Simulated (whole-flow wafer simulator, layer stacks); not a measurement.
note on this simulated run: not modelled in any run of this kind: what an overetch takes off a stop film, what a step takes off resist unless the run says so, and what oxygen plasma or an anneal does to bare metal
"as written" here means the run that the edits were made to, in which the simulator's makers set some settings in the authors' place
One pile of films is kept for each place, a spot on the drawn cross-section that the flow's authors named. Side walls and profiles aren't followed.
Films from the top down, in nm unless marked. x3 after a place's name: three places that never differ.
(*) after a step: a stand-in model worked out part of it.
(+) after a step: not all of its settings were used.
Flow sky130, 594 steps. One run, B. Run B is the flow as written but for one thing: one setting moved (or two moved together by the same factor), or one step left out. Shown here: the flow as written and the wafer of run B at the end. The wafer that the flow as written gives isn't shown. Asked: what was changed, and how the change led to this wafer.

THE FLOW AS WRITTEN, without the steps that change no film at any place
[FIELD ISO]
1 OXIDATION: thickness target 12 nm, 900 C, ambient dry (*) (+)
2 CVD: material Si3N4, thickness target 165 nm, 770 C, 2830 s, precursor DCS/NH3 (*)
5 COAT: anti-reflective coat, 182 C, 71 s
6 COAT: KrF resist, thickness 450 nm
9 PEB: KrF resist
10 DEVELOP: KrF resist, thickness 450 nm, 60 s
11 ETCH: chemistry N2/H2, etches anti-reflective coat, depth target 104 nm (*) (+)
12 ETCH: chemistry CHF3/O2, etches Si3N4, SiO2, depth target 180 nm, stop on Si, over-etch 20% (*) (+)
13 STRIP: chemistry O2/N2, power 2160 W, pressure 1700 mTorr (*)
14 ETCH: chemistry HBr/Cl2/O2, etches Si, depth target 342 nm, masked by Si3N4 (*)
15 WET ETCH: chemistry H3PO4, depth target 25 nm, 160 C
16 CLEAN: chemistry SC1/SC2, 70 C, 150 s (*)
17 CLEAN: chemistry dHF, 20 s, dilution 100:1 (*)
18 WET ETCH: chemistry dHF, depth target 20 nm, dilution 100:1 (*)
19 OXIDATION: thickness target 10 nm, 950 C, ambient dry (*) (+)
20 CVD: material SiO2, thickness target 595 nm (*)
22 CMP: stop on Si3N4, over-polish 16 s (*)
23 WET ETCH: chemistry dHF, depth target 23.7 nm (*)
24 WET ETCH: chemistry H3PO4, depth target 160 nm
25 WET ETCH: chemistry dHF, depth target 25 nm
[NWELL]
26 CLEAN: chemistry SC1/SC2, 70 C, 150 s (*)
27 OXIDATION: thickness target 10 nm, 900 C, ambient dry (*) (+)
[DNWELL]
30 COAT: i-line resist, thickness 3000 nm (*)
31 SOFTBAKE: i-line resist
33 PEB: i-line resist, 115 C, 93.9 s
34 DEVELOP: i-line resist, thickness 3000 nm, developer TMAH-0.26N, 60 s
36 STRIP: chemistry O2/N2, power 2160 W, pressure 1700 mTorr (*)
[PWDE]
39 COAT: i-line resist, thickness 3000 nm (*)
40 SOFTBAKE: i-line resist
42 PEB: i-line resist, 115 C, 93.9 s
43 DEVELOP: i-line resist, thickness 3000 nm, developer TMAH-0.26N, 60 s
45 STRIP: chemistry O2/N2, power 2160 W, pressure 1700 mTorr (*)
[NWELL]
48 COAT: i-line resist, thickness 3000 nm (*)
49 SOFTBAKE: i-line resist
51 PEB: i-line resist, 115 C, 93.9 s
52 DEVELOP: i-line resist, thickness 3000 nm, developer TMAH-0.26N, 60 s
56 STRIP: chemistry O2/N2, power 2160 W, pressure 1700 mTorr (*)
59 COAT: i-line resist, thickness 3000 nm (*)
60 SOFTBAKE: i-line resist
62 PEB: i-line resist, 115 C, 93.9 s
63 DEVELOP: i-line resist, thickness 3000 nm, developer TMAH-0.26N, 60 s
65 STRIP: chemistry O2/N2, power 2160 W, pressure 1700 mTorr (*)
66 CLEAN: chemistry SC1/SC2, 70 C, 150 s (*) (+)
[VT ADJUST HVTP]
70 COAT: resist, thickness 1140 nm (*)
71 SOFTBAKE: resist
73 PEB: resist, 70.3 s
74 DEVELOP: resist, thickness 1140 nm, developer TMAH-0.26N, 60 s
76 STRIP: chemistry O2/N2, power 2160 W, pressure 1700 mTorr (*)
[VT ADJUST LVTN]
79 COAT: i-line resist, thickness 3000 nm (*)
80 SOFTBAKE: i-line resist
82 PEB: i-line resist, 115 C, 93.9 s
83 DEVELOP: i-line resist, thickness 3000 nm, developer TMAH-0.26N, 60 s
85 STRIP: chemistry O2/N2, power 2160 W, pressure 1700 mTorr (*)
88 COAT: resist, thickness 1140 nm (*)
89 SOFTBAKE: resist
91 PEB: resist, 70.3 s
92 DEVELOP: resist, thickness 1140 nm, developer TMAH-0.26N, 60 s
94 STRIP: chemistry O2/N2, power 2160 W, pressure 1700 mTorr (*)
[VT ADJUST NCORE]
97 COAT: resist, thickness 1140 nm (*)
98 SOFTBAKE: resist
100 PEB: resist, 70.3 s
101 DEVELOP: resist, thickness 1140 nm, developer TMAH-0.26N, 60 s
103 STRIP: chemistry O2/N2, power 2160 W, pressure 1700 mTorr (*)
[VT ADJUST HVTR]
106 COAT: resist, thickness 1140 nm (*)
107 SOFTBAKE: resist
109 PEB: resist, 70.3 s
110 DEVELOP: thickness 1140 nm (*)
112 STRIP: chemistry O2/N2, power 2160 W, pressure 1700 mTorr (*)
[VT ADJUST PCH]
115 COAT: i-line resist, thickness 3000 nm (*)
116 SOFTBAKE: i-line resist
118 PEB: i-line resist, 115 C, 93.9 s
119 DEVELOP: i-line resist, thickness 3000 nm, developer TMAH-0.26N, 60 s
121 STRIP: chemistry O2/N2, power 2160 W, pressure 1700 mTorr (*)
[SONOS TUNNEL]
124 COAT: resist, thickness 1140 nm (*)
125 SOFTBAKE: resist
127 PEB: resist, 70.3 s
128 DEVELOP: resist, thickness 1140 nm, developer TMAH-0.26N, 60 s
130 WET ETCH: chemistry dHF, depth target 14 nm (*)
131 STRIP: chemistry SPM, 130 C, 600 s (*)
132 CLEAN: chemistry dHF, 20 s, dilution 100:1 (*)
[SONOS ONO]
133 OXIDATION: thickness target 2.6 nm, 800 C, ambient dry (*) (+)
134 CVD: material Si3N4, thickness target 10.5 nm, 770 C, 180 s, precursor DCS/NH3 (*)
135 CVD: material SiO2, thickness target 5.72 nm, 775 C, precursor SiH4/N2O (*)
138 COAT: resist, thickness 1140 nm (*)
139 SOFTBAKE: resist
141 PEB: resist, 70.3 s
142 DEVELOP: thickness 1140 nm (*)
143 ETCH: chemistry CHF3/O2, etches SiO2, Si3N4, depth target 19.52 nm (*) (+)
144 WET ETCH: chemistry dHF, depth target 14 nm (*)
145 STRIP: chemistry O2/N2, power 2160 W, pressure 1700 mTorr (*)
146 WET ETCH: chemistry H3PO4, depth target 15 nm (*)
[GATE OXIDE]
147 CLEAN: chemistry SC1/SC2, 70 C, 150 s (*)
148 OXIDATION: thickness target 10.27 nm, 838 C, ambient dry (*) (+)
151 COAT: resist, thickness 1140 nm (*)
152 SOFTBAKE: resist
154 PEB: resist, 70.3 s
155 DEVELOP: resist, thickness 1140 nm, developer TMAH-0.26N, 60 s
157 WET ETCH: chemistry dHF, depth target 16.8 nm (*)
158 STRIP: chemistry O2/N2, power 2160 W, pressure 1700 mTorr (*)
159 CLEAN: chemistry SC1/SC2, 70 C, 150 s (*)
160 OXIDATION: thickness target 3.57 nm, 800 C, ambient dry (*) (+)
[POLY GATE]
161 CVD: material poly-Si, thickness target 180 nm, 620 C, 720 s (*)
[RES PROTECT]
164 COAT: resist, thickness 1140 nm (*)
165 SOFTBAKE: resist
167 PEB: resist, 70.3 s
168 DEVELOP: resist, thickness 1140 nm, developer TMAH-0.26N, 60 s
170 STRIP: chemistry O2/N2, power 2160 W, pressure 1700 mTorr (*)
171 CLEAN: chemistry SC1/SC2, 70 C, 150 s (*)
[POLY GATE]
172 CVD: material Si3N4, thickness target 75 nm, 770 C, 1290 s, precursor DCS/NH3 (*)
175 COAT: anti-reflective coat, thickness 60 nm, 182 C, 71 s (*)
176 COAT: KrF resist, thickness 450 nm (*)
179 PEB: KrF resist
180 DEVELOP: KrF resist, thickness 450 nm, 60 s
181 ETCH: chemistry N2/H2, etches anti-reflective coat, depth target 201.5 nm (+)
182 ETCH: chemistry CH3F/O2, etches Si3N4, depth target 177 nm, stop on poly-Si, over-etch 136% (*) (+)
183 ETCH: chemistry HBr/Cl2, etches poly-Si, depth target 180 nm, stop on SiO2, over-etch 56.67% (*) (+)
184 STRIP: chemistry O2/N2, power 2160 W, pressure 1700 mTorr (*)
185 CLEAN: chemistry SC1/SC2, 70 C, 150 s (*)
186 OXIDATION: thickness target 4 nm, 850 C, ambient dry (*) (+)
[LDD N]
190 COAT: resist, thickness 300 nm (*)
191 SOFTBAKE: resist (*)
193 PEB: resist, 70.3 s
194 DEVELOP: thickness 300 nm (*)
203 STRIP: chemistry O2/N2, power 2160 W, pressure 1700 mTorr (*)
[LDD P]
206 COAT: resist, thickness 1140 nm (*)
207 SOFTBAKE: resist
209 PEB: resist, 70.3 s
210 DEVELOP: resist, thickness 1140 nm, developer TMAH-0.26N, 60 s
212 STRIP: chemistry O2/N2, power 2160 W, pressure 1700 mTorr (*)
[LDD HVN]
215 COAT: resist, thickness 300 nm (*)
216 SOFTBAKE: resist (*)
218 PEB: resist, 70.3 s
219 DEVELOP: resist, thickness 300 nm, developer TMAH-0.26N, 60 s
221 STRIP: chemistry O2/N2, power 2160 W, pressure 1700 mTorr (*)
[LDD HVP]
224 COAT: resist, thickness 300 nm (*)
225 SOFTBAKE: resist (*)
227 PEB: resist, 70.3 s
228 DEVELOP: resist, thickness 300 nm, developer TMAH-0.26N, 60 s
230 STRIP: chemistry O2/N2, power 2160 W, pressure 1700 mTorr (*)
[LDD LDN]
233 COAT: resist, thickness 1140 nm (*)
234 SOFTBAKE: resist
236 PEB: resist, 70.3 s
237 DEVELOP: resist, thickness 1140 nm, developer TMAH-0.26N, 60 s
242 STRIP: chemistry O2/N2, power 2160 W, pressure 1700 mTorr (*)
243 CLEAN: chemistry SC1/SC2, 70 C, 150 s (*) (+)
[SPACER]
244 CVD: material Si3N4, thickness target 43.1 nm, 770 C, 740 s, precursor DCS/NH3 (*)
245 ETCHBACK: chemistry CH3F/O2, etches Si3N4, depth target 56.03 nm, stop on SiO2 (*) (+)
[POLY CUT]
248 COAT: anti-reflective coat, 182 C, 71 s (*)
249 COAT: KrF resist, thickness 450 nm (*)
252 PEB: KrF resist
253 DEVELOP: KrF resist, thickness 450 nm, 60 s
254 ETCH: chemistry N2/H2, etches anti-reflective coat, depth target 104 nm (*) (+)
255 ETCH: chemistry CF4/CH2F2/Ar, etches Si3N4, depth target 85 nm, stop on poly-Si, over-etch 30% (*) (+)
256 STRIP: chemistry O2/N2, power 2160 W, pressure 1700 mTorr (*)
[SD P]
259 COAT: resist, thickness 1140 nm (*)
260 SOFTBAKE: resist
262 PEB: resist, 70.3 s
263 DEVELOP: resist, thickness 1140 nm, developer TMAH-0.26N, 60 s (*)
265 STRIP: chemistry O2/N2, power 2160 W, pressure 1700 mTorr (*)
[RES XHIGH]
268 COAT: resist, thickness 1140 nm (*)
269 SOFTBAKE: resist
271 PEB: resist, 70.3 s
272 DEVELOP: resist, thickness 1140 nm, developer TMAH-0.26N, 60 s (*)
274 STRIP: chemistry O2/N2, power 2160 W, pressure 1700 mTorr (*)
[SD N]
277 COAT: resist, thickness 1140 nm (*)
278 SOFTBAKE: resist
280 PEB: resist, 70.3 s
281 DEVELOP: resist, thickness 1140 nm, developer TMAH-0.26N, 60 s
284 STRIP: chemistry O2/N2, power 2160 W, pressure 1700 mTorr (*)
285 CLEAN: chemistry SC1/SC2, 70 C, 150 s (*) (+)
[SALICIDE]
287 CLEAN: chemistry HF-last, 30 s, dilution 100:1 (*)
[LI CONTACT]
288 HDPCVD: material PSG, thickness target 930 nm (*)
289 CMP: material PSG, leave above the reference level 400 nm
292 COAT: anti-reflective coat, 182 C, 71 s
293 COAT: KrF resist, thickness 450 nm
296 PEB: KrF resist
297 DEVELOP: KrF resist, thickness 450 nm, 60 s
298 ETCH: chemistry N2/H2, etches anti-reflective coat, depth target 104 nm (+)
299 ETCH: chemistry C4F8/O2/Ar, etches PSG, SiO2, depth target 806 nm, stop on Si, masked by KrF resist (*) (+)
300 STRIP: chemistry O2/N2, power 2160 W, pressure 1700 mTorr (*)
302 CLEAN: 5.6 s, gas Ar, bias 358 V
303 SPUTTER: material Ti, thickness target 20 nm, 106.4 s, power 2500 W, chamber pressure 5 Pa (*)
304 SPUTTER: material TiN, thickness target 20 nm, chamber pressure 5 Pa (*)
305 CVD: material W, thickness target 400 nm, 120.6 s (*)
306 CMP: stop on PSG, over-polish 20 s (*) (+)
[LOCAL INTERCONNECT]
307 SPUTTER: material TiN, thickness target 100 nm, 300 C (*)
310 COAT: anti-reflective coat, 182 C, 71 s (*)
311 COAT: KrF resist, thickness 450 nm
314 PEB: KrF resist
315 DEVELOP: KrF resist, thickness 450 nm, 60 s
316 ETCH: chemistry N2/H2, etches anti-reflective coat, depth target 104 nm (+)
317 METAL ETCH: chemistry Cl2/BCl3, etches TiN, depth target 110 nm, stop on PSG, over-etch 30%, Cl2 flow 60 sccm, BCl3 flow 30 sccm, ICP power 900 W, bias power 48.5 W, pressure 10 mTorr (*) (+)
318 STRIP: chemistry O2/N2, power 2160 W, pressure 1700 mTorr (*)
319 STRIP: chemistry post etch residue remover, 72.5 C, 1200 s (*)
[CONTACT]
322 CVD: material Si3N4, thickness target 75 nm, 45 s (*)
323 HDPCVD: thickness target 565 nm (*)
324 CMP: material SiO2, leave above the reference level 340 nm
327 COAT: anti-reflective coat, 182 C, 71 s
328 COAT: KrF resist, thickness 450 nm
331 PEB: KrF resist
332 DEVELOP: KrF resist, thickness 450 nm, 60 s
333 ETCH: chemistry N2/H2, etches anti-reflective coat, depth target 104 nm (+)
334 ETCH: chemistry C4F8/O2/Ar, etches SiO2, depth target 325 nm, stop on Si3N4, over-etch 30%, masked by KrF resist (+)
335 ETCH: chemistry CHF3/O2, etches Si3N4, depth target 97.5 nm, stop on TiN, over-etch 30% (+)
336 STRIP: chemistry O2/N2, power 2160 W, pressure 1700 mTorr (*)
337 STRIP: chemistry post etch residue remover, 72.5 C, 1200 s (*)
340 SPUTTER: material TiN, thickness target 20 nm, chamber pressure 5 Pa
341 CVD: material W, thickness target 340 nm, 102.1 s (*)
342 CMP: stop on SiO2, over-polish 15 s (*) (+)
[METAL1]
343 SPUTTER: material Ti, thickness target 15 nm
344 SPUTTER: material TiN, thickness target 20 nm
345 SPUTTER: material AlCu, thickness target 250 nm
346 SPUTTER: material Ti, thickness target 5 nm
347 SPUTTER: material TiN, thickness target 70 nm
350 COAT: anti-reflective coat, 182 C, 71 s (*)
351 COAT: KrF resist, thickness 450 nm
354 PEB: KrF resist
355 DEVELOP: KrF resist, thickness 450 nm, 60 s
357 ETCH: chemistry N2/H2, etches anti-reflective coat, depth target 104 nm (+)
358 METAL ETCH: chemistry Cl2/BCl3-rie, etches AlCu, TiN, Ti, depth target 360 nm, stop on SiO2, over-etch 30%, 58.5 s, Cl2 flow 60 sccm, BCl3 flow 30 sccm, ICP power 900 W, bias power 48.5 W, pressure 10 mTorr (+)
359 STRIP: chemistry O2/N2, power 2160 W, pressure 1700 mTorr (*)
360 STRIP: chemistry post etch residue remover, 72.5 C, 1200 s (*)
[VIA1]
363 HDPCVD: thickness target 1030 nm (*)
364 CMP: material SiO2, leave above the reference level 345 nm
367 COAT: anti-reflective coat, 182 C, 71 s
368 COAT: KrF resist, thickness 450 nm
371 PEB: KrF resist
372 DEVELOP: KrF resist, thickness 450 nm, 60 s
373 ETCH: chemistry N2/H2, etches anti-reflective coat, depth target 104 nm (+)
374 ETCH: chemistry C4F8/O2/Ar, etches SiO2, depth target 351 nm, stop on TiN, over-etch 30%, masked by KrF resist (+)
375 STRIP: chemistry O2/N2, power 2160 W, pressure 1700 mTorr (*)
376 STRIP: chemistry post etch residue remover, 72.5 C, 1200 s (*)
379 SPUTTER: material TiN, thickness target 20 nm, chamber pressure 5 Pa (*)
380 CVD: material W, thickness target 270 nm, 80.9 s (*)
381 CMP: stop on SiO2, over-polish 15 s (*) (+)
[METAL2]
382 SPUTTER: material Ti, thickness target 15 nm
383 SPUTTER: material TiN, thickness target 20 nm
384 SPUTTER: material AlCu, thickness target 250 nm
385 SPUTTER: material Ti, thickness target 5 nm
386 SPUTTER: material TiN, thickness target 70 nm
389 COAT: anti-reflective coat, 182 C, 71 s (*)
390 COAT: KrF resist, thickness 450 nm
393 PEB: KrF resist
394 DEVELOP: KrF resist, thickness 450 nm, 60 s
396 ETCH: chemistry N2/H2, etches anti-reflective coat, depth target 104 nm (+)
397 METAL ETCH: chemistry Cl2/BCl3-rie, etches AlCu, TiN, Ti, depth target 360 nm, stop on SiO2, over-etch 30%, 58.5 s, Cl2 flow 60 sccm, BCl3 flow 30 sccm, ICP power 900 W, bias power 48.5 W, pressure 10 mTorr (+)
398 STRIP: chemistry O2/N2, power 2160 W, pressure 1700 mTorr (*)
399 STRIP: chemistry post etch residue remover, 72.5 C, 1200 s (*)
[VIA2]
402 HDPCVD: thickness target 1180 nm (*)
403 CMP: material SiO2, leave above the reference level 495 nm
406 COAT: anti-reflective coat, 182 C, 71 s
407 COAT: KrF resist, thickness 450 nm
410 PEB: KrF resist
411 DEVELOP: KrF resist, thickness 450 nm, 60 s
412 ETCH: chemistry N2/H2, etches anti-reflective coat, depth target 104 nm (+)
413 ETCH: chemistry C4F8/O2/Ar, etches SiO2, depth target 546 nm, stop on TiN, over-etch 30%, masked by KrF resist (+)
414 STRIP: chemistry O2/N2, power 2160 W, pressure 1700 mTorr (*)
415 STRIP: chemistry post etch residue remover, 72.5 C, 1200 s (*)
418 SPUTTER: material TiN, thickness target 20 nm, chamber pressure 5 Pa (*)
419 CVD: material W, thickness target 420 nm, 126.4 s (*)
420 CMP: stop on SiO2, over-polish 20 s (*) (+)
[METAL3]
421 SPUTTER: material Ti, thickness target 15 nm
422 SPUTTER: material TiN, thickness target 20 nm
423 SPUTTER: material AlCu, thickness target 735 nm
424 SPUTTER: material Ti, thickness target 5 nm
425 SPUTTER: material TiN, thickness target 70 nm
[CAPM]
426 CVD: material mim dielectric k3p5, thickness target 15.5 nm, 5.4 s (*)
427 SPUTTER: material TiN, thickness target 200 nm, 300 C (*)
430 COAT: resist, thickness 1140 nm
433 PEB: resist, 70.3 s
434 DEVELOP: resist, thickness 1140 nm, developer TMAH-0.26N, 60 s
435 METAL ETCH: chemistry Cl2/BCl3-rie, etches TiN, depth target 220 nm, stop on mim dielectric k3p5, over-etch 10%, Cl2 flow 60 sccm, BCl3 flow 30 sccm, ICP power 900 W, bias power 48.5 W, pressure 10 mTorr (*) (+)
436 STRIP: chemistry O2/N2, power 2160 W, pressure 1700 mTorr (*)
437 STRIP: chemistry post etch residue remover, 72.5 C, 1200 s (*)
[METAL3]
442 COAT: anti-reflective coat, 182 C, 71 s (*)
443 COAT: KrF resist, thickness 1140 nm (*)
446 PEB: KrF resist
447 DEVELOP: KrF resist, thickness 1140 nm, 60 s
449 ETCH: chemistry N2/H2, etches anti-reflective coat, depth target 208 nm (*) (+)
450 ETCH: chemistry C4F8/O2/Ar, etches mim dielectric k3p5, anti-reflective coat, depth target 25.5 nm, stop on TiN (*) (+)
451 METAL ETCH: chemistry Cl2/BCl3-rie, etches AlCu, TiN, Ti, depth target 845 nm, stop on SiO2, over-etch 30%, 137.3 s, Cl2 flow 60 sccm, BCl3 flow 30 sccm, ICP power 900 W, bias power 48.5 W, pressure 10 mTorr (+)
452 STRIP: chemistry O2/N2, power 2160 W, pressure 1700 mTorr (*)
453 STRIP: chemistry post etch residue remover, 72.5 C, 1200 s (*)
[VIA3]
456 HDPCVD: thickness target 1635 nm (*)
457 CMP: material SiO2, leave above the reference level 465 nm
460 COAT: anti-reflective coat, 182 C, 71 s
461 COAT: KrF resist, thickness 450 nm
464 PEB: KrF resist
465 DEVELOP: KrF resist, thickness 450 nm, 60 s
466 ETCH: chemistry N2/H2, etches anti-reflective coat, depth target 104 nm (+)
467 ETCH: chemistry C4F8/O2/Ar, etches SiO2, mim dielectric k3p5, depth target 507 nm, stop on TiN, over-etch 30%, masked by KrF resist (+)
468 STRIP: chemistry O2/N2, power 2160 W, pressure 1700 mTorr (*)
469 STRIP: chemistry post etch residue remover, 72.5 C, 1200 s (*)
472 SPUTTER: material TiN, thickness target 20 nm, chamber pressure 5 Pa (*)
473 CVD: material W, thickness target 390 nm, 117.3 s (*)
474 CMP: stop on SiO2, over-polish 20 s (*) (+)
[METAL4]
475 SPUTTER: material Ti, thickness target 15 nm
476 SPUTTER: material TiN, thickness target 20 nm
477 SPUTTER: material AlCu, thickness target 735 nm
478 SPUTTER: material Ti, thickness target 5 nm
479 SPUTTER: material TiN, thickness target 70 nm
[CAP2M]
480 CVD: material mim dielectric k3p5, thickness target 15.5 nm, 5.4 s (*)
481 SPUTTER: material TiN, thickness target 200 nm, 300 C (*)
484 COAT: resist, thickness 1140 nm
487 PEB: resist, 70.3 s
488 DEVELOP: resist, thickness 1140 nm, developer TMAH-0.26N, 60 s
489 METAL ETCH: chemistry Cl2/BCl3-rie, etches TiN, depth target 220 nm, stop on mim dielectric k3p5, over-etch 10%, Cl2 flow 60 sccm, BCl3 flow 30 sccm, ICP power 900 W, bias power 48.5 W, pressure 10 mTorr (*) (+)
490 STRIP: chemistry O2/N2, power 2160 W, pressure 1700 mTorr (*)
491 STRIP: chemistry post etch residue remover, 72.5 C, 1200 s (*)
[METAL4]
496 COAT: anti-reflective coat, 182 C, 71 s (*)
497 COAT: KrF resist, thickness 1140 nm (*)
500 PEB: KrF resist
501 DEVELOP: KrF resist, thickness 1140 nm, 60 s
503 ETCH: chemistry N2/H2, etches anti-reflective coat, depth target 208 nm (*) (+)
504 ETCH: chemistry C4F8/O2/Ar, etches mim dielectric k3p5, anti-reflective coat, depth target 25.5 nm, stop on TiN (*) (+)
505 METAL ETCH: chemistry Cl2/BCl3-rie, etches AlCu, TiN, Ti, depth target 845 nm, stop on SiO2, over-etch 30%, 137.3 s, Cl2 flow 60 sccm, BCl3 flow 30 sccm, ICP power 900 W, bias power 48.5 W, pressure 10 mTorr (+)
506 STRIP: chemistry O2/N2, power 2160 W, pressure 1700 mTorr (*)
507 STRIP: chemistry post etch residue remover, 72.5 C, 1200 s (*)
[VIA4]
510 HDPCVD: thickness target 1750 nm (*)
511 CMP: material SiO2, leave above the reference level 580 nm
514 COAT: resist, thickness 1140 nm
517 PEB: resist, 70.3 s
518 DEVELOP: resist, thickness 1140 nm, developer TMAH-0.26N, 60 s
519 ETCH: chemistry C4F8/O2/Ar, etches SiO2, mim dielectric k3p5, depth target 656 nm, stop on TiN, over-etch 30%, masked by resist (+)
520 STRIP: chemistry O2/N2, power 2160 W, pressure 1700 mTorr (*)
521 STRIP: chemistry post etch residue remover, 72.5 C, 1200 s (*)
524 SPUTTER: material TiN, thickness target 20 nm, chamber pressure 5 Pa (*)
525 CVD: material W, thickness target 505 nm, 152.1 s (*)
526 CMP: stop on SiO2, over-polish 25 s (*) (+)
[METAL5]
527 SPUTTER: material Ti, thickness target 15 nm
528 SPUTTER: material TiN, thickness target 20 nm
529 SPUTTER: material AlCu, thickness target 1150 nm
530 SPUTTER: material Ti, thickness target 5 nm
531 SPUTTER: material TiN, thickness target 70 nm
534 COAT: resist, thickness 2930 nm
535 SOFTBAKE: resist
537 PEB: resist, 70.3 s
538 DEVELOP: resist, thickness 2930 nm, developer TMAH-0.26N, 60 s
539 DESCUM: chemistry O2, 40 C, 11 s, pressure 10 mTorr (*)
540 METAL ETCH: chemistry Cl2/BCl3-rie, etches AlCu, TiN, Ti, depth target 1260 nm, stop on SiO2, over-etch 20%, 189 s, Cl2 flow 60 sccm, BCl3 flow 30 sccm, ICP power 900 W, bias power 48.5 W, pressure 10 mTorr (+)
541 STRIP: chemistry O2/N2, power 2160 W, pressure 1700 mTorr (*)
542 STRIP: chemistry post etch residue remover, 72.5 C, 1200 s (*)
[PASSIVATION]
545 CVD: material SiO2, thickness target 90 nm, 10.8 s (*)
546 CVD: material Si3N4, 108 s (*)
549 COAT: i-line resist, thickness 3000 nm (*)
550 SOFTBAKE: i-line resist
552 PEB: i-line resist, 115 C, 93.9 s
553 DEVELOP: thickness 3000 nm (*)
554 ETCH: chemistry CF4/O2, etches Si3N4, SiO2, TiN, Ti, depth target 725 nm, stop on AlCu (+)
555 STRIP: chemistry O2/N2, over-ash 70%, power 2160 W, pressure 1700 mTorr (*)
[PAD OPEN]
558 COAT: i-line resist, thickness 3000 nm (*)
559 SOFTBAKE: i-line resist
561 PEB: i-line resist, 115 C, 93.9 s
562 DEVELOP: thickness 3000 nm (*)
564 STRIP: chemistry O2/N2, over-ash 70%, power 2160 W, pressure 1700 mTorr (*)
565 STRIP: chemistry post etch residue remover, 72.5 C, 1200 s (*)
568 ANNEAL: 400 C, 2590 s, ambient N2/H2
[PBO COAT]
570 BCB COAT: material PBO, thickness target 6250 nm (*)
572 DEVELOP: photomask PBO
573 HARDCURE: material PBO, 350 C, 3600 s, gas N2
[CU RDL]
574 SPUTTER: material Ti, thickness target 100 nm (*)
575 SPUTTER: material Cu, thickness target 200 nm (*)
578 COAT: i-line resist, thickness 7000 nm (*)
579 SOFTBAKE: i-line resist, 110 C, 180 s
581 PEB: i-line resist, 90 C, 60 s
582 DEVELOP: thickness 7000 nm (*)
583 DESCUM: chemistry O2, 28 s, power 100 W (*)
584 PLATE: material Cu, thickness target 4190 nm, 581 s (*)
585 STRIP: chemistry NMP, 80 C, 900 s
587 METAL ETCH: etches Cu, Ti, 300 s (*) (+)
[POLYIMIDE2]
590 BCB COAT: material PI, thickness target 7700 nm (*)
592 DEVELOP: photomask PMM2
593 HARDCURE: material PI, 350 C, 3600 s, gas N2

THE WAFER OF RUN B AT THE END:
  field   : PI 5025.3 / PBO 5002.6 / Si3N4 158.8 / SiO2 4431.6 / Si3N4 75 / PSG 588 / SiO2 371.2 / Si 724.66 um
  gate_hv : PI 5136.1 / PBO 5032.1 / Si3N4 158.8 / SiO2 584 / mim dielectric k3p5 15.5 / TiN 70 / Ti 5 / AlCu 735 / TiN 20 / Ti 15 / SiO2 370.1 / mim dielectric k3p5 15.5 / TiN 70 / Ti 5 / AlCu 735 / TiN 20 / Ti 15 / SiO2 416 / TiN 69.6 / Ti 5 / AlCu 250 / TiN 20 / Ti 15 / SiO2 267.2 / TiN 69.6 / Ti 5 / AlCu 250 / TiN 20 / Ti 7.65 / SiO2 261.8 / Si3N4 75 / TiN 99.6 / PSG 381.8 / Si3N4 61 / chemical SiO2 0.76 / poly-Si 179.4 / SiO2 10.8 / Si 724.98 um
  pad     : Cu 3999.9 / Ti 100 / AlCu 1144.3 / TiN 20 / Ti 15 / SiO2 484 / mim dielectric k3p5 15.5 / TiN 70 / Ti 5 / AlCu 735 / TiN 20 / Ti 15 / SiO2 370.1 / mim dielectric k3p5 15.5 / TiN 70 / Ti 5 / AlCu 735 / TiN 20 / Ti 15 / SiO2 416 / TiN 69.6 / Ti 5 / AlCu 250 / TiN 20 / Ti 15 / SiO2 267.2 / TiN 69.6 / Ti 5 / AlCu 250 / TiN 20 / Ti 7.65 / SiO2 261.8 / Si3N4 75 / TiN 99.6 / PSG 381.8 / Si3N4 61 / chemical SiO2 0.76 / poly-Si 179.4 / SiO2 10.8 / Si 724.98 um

The cause: step 343, SPUTTER: thickness target 7.65 nm was run, where the flow has thickness target 15 nm.
It can be read off the wafer: gate_hv has Ti 7.65, and step 343 as written asks for 15 nm.

How the change led to this, step by step:
  343 SPUTTER: material Ti, thickness target 15 nm
      field, active, n_well and 188 more: Ti +7.65 (new film) (as written it would be: Ti +15 (new film))
  358 METAL ETCH: chemistry Cl2/BCl3-rie, etches AlCu, TiN, Ti, depth target 360 nm, stop on SiO2, over-etch 30%, 58.5 s, Cl2 flow 60 sccm, BCl3 flow 30 sccm, ICP power 900 W, bias power 48.5 W, pressure 10 mTorr (+)
      field, active, gate and 81 more: TiN -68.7 (all of it), Ti -5 (all of it), AlCu -250 (all of it), TiN -20 (all of it), Ti -7.65 (all of it), SiO2 -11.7 (as written it would be: TiN -68.7 (all of it), Ti -5 (all of it), AlCu -250 (all of it), TiN -20 (all of it), Ti -15 (all of it), SiO2 -10.9)
